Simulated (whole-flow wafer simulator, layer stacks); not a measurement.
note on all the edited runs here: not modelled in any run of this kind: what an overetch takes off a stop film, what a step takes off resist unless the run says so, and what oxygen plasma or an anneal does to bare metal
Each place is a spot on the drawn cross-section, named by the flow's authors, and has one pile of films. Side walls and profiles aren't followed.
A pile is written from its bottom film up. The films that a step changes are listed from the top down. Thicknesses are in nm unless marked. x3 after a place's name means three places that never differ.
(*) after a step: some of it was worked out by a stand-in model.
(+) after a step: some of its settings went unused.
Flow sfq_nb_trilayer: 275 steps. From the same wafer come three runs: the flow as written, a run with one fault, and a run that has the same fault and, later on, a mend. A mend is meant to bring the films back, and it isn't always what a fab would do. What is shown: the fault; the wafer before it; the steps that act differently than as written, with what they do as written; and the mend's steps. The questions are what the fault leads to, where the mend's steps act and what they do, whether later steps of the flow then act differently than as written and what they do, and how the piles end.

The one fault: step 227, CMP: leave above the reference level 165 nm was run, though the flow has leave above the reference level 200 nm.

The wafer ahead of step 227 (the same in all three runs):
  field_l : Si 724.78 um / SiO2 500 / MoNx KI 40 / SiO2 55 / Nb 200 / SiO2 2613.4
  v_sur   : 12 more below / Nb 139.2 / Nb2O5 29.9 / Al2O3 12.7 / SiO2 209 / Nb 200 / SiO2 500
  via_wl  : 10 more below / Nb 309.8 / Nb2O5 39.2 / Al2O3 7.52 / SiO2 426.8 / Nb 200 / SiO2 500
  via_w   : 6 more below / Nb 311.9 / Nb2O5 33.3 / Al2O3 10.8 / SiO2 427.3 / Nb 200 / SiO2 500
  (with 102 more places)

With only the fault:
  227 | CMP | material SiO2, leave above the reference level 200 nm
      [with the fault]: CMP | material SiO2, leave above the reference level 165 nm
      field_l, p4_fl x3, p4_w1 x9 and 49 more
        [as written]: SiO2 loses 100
        [with the fault]: SiO2 loses 135
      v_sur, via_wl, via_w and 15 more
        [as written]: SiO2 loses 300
        [with the fault]: SiO2 loses 335
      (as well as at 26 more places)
  Later steps of the flow acting differently than as written (not shown: 3 more steps that differ only slightly, by at most 2% or 0.5 nm, whichever is larger):
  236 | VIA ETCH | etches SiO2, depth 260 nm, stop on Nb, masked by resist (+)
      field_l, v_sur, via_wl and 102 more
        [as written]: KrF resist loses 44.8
        [with the fault]: KrF resist loses 42.6
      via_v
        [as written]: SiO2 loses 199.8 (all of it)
        [with the fault]: SiO2 loses 164.8 (all of it)
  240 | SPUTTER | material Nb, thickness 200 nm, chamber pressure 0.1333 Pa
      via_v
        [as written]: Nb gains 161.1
        [with the fault]: Nb gains 169.6
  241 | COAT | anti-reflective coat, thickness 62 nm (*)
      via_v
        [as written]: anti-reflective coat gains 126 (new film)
        [with the fault]: anti-reflective coat gains 116.4 (new film)
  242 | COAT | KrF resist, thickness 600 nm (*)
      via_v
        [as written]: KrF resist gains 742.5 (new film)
        [with the fault]: KrF resist gains 714.1 (new film)
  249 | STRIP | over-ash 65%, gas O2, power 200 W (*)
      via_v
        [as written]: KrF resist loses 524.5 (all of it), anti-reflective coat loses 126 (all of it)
        [with the fault]: KrF resist loses 496.2 (all of it), anti-reflective coat loses 116.4 (all of it)
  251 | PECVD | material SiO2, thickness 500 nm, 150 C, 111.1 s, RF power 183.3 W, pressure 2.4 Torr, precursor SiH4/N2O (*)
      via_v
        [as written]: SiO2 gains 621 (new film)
        [with the fault]: SiO2 gains 551.5 (new film)
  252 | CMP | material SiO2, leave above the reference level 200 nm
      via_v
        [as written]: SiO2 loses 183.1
        [with the fault]: SiO2 loses 157.1
  The piles end different from the flow's at v_sur, via_wl, via_w and 80 more by more than 2% or 0.5 nm, whichever is larger.
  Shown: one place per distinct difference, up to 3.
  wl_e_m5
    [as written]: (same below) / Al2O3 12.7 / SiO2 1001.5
    [with the fault]: (same below) / Al2O3 12.7 / SiO2 966.5
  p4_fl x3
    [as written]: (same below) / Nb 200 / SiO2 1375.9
    [with the fault]: (same below) / Nb 200 / SiO2 1340.9
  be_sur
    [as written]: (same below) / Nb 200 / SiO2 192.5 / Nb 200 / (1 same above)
    [with the fault]: (same below) / Nb 200 / SiO2 157.5 / Nb 200 / (1 same above)

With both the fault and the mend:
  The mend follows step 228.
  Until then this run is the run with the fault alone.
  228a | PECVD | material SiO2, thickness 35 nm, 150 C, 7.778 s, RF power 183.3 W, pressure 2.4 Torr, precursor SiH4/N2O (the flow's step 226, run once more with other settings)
      field_l, v_sur, via_wl and 103 more
        SiO2 gains 35
  Every later step of the flow that is run acts as written, at every place that is followed, to within 2% or 0.5 nm, whichever is larger.
  At every place that both follow, the piles at the end match the flow's.
